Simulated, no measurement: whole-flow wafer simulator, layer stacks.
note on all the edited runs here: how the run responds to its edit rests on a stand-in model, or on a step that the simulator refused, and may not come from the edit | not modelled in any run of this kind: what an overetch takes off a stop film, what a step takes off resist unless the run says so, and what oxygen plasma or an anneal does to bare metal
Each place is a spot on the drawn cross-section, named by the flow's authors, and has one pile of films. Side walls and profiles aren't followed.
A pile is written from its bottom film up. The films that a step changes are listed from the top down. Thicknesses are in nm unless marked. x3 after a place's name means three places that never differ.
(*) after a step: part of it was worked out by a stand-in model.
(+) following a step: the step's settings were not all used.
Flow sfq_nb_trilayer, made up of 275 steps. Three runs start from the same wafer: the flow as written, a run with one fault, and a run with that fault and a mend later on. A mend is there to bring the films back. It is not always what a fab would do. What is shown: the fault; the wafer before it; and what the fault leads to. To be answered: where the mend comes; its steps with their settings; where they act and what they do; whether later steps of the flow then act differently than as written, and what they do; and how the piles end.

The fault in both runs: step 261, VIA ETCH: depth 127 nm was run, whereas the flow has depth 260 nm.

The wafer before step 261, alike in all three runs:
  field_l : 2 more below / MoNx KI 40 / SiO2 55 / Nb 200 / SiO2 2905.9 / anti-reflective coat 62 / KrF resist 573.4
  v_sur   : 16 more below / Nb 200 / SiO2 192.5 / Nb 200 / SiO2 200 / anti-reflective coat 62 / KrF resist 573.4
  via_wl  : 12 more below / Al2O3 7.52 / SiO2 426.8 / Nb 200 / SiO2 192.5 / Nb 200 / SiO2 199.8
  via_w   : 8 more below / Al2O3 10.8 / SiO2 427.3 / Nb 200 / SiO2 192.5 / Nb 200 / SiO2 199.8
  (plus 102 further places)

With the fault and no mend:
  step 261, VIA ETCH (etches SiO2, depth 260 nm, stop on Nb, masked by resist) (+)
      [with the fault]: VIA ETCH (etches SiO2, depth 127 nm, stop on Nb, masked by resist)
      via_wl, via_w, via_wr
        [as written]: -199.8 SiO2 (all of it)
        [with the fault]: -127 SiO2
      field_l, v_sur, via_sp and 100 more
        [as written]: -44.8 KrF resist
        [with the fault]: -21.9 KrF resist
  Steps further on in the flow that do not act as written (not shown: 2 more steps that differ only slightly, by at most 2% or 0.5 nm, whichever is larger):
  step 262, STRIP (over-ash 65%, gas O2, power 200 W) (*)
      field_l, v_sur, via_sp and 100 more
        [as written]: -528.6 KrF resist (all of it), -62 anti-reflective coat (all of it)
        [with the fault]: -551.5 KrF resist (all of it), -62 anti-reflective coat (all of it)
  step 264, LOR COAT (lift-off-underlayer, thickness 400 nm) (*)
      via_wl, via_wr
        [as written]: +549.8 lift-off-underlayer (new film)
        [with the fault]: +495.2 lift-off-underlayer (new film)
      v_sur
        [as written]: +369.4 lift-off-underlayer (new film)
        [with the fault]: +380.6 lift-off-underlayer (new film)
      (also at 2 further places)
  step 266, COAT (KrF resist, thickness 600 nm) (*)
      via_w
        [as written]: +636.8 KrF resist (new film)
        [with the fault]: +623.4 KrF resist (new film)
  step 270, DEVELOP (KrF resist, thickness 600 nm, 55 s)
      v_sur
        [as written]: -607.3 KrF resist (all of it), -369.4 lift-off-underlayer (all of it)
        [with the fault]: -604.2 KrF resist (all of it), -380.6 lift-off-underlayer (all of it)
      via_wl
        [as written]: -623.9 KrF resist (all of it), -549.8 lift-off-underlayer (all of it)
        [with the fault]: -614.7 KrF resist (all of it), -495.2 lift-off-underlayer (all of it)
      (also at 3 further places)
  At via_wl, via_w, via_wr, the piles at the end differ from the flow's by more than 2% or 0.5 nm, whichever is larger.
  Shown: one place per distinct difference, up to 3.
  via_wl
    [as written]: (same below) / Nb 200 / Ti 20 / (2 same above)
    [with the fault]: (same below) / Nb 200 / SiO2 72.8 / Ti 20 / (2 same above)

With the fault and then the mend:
  After step 262 comes the mend.
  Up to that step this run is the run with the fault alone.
  step 262a, COAT (anti-reflective coat, thickness 62 nm) (*) (the flow's step 254, run once more)
      p4_fl x3, p4_w1 x9, p4_g1 x2 and 63 more
        +62 anti-reflective coat (new film)
      r_end, moat, field_r and 7 more
        +61.8 anti-reflective coat (new film)
      ce_l, c5j, ce_r, sp_r, be_r, r_sur, res
        +61.7 anti-reflective coat (new film)
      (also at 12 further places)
  step 262b, COAT (KrF resist, thickness 650 nm) (*) (the flow's step 255, run once more)
      p4_fl x3, p4_w1 x9, p4_g1 x2 and 63 more
        +650 KrF resist (new film)
      r_end, moat, field_r, lsp_l, ln_m5, lsp_m, lsp_r, l0_sur
        +649.5 KrF resist (new film)
      be_r, r_sur, res, l0v
        +649.4 KrF resist (new film)
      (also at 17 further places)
  step 262c, SOFTBAKE (KrF resist) (the flow's step 256, run once more)
      alters no film at any place that is followed
  step 262d, EXPOSE (photomask I7, dose 11.93 mJ/cm2, NA 0.6, wavelength 248 nm) (*) (the flow's step 257, run once more)
      alters no film at any place that is followed
  step 262e, PEB (KrF resist, 90 s) (the flow's step 258, run once more)
      jj_sur, ce_l, c5j and 92 more
        -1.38 KrF resist
      v_sur, via_sp, via_v, wire, be, be_sur, gap
        -1.37 KrF resist
      via_wl, via_wr
        -1.5 KrF resist
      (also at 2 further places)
  step 262f, DEVELOP (KrF resist, thickness 650 nm, 60 s) (the flow's step 259, run once more)
      field_l, v_sur, via_sp and 100 more
        -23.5 KrF resist
      via_wl
        -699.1 KrF resist (all of it)
      via_w
        -731.9 KrF resist (all of it)
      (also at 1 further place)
  step 262g, VIA ETCH (etches anti-reflective coat, depth 125 nm, masked by resist) (+) (the flow's step 260, run once more)
      field_l, v_sur, via_sp and 100 more
        -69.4 KrF resist
      via_wl, via_wr
        -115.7 anti-reflective coat (all of it)
      via_w
        -78.8 anti-reflective coat (all of it), -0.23 SiO2
  step 262h, VIA ETCH (etches SiO2, depth 133 nm, stop on Nb, masked by resist) (+) (the flow's step 261, run once more with other settings)
      field_l, v_sur, via_sp and 100 more
        -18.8 KrF resist
      via_wl, via_wr
        -72.8 SiO2 (all of it)
      via_w
        -72.6 SiO2 (all of it)
  step 262i, STRIP (over-ash 65%, gas O2, power 200 W) (*) (the flow's step 262, run once more)
      p4_fl x3, p4_w1 x9, p4_g1 x2 and 63 more
        -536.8 KrF resist (all of it), -62 anti-reflective coat (all of it)
      lsp_l, ln_m5, lsp_m, ln_m6, lsp_r, l0_sur
        -536.4 KrF resist (all of it), -61.8 anti-reflective coat (all of it)
      r_end, moat, field_r, l0v
        -536.3 KrF resist (all of it), -61.8 anti-reflective coat (all of it)
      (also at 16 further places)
  None of the later steps of the flow acts differently than as written at any place that is followed.
  The piles end the same as the flow's at every place that both follow.
